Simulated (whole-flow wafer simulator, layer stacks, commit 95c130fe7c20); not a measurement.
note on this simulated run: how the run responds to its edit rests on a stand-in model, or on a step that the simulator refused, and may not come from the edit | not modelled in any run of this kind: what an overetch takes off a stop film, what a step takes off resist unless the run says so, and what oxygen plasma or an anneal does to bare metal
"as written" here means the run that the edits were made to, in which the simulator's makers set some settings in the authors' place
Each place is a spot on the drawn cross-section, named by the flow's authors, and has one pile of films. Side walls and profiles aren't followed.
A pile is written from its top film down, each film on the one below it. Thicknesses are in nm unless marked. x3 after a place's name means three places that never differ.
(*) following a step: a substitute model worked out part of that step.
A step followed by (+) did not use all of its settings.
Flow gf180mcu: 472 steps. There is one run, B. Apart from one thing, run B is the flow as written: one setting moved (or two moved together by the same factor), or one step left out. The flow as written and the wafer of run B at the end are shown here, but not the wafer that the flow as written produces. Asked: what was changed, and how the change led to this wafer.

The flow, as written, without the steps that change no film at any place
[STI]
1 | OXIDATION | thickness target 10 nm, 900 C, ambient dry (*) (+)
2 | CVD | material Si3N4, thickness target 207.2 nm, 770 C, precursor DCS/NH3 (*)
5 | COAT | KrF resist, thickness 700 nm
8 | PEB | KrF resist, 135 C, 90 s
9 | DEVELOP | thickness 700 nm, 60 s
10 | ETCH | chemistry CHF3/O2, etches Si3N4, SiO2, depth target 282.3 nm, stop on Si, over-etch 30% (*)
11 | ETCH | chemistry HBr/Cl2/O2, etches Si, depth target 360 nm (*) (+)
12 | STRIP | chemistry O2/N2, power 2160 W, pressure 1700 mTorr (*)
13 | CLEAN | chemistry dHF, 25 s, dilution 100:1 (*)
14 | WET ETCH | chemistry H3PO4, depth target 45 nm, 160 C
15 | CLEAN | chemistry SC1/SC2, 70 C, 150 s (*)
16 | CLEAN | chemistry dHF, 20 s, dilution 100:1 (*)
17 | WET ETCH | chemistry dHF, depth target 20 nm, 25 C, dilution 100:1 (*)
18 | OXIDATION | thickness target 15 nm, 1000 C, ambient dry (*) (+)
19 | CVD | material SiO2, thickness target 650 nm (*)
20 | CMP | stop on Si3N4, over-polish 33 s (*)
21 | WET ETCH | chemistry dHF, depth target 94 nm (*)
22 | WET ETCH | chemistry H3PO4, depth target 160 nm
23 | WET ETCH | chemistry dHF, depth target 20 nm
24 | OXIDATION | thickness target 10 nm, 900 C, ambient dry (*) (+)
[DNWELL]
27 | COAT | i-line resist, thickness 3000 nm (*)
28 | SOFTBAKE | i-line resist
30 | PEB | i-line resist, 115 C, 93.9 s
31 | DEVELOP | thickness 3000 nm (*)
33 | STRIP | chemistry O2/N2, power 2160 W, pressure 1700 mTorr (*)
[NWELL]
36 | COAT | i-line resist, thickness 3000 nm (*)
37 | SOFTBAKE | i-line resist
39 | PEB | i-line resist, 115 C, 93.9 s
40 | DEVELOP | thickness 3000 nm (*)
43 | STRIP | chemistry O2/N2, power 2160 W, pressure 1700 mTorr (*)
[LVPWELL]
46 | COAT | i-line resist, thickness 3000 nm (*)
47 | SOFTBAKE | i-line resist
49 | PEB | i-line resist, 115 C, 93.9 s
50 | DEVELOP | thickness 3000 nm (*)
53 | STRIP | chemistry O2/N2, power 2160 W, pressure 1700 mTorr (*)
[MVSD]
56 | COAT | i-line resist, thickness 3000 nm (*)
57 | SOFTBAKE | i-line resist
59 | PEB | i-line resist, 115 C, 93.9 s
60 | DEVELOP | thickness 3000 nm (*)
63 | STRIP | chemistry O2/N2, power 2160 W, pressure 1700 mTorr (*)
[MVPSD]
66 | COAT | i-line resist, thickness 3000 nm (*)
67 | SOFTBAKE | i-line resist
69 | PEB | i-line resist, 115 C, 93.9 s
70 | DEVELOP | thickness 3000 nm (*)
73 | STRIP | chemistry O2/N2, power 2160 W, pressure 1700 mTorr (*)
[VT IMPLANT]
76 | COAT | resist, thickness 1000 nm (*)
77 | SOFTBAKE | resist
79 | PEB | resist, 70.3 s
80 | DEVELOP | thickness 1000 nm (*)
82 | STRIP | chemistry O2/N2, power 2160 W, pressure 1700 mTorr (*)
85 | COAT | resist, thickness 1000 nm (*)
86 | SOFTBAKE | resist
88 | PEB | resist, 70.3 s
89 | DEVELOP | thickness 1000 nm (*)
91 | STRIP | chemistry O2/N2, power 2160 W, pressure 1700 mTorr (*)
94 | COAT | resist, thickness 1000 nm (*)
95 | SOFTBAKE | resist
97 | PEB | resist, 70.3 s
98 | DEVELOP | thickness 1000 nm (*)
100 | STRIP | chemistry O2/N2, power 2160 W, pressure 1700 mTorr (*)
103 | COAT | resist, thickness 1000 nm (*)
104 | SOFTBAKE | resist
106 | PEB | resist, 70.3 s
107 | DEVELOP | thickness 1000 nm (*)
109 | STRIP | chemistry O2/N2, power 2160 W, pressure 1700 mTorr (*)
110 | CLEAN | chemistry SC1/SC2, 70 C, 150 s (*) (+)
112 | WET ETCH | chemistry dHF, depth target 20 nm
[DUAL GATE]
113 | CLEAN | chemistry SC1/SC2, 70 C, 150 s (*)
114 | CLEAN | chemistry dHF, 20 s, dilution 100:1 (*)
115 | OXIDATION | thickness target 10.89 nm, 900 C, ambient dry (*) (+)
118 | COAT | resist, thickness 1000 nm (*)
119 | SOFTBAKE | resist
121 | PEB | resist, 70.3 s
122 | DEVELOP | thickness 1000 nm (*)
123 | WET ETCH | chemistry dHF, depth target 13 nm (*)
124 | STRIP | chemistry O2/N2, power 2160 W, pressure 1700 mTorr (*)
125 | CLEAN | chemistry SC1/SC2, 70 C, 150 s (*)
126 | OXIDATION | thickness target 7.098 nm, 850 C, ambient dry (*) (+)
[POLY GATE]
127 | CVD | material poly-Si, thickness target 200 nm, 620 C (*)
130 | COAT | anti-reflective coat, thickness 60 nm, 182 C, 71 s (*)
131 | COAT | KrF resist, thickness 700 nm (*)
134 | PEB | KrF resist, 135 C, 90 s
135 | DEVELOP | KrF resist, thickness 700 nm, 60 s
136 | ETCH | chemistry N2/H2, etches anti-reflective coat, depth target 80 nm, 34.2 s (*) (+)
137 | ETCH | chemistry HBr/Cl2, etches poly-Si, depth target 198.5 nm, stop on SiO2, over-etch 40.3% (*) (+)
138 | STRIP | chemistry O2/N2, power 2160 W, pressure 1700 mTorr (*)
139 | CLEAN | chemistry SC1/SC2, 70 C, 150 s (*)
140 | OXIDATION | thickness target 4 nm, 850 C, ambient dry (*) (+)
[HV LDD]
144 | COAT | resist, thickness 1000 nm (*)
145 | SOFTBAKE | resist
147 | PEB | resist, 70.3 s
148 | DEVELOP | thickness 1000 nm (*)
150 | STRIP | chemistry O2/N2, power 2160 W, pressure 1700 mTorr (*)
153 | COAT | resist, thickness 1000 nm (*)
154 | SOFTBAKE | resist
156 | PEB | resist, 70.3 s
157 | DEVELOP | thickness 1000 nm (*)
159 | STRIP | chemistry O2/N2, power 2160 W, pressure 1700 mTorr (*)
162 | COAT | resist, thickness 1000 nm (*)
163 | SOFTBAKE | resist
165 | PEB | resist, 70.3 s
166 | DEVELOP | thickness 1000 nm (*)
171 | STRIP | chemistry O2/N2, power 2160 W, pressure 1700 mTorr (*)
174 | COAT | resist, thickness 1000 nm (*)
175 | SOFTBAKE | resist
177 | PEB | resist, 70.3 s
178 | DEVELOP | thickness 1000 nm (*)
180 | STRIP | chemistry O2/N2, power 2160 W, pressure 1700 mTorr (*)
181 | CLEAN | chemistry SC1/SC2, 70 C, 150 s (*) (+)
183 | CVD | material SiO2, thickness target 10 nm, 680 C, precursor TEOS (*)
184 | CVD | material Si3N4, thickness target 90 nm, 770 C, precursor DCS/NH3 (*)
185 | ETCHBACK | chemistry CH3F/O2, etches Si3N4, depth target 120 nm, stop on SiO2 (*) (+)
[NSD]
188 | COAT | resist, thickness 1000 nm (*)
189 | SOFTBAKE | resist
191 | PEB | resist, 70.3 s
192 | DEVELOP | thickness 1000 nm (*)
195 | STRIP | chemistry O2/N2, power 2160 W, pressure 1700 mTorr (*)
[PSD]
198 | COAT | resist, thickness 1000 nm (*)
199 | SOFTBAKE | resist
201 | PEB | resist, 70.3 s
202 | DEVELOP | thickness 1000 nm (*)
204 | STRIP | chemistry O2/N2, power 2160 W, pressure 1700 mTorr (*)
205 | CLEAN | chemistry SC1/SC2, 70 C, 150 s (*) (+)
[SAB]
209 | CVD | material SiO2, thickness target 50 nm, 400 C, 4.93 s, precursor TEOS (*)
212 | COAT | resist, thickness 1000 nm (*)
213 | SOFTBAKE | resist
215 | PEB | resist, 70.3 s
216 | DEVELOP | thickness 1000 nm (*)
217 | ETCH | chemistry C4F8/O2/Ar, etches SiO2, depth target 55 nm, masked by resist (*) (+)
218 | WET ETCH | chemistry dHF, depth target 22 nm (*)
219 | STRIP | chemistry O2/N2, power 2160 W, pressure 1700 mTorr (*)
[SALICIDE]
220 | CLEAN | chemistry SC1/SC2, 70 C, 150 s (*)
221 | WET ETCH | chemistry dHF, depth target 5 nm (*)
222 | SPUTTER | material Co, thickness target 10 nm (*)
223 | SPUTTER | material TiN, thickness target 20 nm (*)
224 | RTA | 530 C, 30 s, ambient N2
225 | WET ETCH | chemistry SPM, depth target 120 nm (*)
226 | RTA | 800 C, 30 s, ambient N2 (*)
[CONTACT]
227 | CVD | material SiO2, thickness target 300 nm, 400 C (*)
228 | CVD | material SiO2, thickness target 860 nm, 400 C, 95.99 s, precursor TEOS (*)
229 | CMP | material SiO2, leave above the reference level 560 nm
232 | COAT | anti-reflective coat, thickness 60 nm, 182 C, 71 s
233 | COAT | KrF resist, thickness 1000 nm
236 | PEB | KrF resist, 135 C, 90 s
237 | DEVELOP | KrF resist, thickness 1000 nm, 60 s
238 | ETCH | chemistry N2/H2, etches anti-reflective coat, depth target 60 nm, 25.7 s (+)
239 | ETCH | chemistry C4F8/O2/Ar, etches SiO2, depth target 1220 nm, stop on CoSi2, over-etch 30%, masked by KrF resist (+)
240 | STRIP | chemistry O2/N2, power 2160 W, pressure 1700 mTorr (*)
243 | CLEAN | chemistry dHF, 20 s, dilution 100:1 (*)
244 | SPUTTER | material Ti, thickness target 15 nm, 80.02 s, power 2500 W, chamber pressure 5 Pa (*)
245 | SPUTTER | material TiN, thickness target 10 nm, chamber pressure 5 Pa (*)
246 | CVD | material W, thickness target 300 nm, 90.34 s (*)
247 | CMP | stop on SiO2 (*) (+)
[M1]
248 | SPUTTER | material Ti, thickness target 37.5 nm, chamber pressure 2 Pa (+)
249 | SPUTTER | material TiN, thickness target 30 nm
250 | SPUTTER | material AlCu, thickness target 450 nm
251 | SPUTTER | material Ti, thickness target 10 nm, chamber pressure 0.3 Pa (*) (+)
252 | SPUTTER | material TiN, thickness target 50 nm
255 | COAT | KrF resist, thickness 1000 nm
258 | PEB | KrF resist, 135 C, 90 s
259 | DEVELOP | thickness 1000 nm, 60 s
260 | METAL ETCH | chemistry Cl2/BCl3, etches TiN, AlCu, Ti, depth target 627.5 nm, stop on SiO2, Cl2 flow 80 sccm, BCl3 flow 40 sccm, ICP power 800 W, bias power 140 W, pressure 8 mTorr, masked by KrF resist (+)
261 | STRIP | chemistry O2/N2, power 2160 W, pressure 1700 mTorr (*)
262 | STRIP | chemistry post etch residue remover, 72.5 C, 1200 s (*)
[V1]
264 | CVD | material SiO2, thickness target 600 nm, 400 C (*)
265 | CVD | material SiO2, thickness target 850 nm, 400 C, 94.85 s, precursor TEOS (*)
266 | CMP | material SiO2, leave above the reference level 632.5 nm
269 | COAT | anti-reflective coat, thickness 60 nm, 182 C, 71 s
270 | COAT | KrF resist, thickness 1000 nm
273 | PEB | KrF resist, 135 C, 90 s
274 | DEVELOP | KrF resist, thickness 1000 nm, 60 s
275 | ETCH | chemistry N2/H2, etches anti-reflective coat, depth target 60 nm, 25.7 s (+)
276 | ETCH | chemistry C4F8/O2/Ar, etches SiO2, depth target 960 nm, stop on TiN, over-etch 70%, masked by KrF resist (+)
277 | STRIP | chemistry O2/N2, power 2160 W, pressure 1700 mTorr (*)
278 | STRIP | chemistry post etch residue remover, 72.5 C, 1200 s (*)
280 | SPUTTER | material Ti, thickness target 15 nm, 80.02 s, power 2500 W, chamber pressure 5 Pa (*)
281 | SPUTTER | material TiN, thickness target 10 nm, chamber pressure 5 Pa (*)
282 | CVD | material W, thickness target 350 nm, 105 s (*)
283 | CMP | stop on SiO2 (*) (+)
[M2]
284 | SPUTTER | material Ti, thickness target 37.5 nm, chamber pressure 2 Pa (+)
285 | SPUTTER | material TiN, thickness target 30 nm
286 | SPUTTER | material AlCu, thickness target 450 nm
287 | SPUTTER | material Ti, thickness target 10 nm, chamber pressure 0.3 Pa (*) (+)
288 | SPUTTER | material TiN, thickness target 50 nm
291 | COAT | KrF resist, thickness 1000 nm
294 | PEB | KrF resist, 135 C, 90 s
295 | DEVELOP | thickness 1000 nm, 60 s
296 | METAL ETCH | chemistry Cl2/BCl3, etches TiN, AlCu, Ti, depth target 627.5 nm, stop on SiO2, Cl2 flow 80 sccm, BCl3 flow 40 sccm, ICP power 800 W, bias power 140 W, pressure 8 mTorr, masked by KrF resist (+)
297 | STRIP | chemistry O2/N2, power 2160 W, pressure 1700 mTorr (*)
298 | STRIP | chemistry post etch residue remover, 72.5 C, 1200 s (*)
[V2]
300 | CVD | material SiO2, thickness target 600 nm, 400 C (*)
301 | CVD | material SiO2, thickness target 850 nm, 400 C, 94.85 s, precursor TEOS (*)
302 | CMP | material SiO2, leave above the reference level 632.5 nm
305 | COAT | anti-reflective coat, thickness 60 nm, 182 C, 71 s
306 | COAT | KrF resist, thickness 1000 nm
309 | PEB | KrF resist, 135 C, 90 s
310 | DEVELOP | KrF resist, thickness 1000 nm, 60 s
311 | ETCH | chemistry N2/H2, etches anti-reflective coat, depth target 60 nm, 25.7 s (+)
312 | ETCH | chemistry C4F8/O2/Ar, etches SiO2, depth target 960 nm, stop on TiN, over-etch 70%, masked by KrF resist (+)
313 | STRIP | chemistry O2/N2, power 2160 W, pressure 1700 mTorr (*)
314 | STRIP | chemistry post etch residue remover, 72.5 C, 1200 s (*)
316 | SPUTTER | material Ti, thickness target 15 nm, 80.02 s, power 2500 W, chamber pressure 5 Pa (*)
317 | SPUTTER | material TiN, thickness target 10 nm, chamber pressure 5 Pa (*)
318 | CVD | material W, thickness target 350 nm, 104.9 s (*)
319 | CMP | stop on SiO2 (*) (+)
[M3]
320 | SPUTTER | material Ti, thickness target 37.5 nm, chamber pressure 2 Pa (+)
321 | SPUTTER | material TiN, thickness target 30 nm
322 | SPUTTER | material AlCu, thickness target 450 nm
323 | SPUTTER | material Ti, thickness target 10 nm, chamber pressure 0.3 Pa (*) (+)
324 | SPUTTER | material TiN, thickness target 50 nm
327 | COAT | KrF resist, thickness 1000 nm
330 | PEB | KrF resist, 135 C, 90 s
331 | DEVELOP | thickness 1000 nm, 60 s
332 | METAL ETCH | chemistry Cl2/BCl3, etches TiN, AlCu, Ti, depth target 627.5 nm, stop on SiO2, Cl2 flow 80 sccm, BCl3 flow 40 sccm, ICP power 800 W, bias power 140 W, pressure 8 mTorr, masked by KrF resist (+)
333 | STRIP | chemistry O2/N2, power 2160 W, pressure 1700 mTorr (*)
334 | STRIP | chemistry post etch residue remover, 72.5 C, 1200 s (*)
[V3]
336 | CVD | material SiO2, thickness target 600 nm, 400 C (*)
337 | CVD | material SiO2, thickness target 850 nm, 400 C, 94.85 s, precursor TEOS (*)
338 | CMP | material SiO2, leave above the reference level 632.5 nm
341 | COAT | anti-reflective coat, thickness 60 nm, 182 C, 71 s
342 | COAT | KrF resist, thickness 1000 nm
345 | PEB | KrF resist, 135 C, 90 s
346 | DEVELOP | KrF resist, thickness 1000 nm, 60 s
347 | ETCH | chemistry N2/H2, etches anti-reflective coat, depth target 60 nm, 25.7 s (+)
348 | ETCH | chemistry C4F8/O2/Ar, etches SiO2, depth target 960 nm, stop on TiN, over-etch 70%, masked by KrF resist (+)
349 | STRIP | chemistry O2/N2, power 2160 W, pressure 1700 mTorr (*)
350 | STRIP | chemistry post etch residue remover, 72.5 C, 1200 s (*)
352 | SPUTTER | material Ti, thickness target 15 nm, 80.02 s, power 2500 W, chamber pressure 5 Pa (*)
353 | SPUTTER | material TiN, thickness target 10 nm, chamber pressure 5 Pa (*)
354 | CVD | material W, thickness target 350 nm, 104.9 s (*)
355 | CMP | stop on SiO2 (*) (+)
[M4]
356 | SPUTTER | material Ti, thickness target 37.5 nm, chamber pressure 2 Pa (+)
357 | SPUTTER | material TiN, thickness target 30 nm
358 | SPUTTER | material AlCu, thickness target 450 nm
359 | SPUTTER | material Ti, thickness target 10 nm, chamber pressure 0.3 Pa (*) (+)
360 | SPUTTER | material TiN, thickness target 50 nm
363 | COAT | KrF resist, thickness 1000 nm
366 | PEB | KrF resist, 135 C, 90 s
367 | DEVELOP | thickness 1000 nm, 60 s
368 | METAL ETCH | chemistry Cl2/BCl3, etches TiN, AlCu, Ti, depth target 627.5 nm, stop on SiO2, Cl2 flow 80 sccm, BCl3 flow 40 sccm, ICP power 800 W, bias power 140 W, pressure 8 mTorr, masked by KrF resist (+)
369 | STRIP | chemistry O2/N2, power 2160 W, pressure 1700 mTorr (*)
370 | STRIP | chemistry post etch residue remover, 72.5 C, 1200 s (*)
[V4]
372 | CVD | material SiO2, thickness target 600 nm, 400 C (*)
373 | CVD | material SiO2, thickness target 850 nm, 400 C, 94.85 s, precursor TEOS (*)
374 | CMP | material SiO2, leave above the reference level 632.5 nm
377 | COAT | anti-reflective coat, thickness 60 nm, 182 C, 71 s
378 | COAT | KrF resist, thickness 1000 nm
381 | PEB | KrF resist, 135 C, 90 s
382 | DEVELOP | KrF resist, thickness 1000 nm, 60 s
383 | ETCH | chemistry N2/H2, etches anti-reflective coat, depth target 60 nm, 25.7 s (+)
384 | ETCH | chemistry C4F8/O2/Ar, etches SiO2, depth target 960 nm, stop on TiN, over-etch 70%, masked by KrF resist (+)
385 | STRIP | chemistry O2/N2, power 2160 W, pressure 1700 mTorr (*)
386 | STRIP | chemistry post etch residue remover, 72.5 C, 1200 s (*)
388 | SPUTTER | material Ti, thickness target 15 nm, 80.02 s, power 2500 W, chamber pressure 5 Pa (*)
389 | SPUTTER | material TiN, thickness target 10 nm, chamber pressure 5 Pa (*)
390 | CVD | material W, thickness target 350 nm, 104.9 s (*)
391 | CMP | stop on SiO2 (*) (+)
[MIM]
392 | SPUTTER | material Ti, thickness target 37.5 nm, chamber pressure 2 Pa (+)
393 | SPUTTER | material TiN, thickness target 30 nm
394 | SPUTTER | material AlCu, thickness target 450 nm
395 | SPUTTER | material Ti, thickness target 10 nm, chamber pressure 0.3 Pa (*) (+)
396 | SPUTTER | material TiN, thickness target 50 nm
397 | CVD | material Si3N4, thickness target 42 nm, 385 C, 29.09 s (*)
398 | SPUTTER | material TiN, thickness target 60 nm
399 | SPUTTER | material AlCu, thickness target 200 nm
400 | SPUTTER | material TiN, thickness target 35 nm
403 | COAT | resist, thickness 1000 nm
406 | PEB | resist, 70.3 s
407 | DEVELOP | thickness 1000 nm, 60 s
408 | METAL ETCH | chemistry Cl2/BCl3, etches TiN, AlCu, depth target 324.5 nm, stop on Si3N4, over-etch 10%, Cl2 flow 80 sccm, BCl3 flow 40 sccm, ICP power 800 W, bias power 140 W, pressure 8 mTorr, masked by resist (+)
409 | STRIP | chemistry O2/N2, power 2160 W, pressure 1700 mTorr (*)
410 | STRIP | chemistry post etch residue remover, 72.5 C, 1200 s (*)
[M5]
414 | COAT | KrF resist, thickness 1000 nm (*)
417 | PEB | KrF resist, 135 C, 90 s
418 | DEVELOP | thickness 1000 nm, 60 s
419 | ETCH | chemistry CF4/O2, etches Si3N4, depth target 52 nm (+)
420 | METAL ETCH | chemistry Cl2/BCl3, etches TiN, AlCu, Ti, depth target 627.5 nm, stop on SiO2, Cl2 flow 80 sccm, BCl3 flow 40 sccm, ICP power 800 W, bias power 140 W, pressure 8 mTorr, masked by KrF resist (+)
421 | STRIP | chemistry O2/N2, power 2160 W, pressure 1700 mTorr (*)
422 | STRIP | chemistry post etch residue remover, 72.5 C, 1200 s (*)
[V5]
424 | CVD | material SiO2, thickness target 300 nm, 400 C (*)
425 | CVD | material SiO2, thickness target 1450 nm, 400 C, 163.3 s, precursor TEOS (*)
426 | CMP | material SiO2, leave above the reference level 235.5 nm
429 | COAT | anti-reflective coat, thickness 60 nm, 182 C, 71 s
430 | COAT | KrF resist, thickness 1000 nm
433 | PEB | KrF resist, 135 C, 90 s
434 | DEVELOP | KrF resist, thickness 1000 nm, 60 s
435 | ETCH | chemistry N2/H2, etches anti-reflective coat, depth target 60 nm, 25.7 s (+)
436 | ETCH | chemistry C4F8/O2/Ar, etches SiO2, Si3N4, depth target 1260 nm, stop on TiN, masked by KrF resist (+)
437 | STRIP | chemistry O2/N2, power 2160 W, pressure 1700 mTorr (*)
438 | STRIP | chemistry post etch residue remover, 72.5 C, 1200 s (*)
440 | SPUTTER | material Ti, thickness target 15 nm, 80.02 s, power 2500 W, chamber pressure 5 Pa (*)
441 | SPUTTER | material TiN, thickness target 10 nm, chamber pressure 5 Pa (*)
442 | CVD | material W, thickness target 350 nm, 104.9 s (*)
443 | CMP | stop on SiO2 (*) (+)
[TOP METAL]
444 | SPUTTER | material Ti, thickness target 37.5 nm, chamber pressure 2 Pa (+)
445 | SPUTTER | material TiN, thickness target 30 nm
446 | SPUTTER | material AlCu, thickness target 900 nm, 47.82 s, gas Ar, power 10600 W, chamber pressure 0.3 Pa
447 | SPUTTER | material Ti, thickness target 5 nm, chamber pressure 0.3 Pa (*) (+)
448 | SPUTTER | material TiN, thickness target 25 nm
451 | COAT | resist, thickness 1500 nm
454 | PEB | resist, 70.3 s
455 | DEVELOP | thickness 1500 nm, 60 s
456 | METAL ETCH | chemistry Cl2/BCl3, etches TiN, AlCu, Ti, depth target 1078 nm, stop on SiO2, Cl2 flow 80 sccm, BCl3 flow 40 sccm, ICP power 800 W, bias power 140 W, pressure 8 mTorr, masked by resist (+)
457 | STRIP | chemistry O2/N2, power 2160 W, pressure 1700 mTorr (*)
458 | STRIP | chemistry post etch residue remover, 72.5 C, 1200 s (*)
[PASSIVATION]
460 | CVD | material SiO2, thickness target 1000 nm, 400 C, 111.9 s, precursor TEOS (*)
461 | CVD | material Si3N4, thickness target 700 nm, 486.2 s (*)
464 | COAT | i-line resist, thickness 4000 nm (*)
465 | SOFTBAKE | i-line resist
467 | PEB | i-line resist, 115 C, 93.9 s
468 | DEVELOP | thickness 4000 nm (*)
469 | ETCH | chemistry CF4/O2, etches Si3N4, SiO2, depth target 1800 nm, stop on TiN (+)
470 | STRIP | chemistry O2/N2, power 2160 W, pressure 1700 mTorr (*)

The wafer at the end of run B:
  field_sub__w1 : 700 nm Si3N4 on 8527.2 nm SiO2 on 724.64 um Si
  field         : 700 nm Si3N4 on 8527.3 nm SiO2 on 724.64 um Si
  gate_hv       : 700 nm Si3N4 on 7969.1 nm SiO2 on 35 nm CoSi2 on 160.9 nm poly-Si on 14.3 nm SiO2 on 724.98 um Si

What caused this: step 374, CMP: leave above the reference level 996.2 nm was run, while the flow as written has leave above the reference level 632.5 nm.

Step by step, how the change led to this:
  374 | CMP | material SiO2, leave above the reference level 632.5 nm
      field, field__w1, field__w2 and 103 more: nothing (as written it would have been: SiO2 loses 300)
      field__w8, contact, m1, m1__w1, m1_nw: SiO2 loses 513.4 (as written it would have been: SiO2 loses 877.1)
  377 | COAT | anti-reflective coat, thickness 60 nm, 182 C, 71 s
      field: anti-reflective coat gains 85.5 (new film) (as written it would have been: anti-reflective coat gains 60 (new film))
      field__w8: anti-reflective coat gains 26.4 (new film) (as written it would have been: anti-reflective coat gains 60 (new film))
      (also at 13 further places)
  378 | COAT | KrF resist, thickness 1000 nm
      contact: KrF resist gains 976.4 (new film) (as written it would have been: KrF resist gains 1000 (new film))
      m1: KrF resist gains 973.6 (new film) (as written it would have been: KrF resist gains 1000 (new film))
      (also at 4 further places)
  382 | DEVELOP | KrF resist, thickness 1000 nm, 60 s
      contact: KrF resist loses 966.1 (all of it) (as written it would have been: KrF resist loses 989.5 (all of it))
  383 | ETCH | chemistry N2/H2, etches anti-reflective coat, depth target 60 nm, 25.7 s (+)
      contact: anti-reflective coat loses 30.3 (all of it), SiO2 loses 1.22 (as written it would have been: anti-reflective coat loses 60 (all of it), SiO2 loses 0.46)
  384 | ETCH | chemistry C4F8/O2/Ar, etches SiO2, depth target 960 nm, stop on TiN, over-etch 70%, masked by KrF resist (+)
      contact: SiO2 loses 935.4 (all of it) (as written it would have been: SiO2 loses 572.5 (all of it))
  385 | STRIP | chemistry O2/N2, power 2160 W, pressure 1700 mTorr (*)
      field: KrF resist loses 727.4 (all of it), anti-reflective coat loses 85.5 (all of it) (as written it would have been: KrF resist loses 739.2 (all of it), anti-reflective coat loses 60 (all of it))
      field__w8: KrF resist loses 732.1 (all of it), anti-reflective coat loses 26.4 (all of it) (as written it would have been: KrF resist loses 739.2 (all of it), anti-reflective coat loses 60 (all of it))
      (also at 14 further places)
  388 | SPUTTER | material Ti, thickness target 15 nm, 80.02 s, power 2500 W, chamber pressure 5 Pa (*)
      contact: Ti gains 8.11 (new film) (as written it would have been: Ti gains 9.65 (new film))
  389 | SPUTTER | material TiN, thickness target 10 nm, chamber pressure 5 Pa (*)
      contact: TiN gains 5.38 (new film) (as written it would have been: TiN gains 6.4 (new film))
  390 | CVD | material W, thickness target 350 nm, 104.9 s (*)
      contact: W gains 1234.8 (new film) (as written it would have been: W gains 932.3 (new film))
  391 | CMP | stop on SiO2 (*) (+)
      m1, m1__w1, m1_nw: W loses 350 (all of it), TiN loses 10 (all of it), Ti loses 15 (all of it), SiO2 loses 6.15 (as written it would have been: W loses 350 (all of it), TiN loses 10 (all of it), Ti loses 15 (all of it), SiO2 loses 3.78)
      field__w8: W loses 350 (all of it), TiN loses 10 (all of it), Ti loses 15 (all of it), SiO2 loses 6.16 (as written it would have been: W loses 350 (all of it), TiN loses 10 (all of it), Ti loses 15 (all of it), SiO2 loses 3.78)
  403 | COAT | resist, thickness 1000 nm
      field__w8: resist gains 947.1 (new film) (as written it would have been: resist gains 1000 (new film))
      m1: resist gains 946.6 (new film) (as written it would have been: resist gains 1000 (new film))
      (also at 2 further places)
  404 | SOFTBAKE | resist
      field: resist loses 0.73 (as written it would have been: nothing)
      field__w8: resist loses 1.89 (as written it would have been: nothing)
      (also at 16 further places)
  406 | PEB | resist, 70.3 s
      field__w8, m1, m1__w1: resist loses 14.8 (as written it would have been: resist loses 15.9)
      m1_nw: resist loses 14.9 (as written it would have been: resist loses 15.9)
  407 | DEVELOP | thickness 1000 nm, 60 s
      field__w8: resist loses 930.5 (all of it) (as written it would have been: resist loses 984.1 (all of it))
      m1: resist loses 929.6 (all of it) (as written it would have been: resist loses 984.1 (all of it))
      (also at 2 further places)
  414 | COAT | KrF resist, thickness 1000 nm (*)
      field__w8: KrF resist gains 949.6 (new film) (as written it would have been: KrF resist gains 1000 (new film))
      m1: KrF resist gains 949.5 (new film) (as written it would have been: KrF resist gains 1000.5 (new film))
      (also at 2 further places)
  ... 2 other steps ...
  426 | CMP | material SiO2, leave above the reference level 235.5 nm
      field__w8, m1, m1__w1, m1_nw: SiO2 loses 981 (as written it would have been: SiO2 loses 919.6)
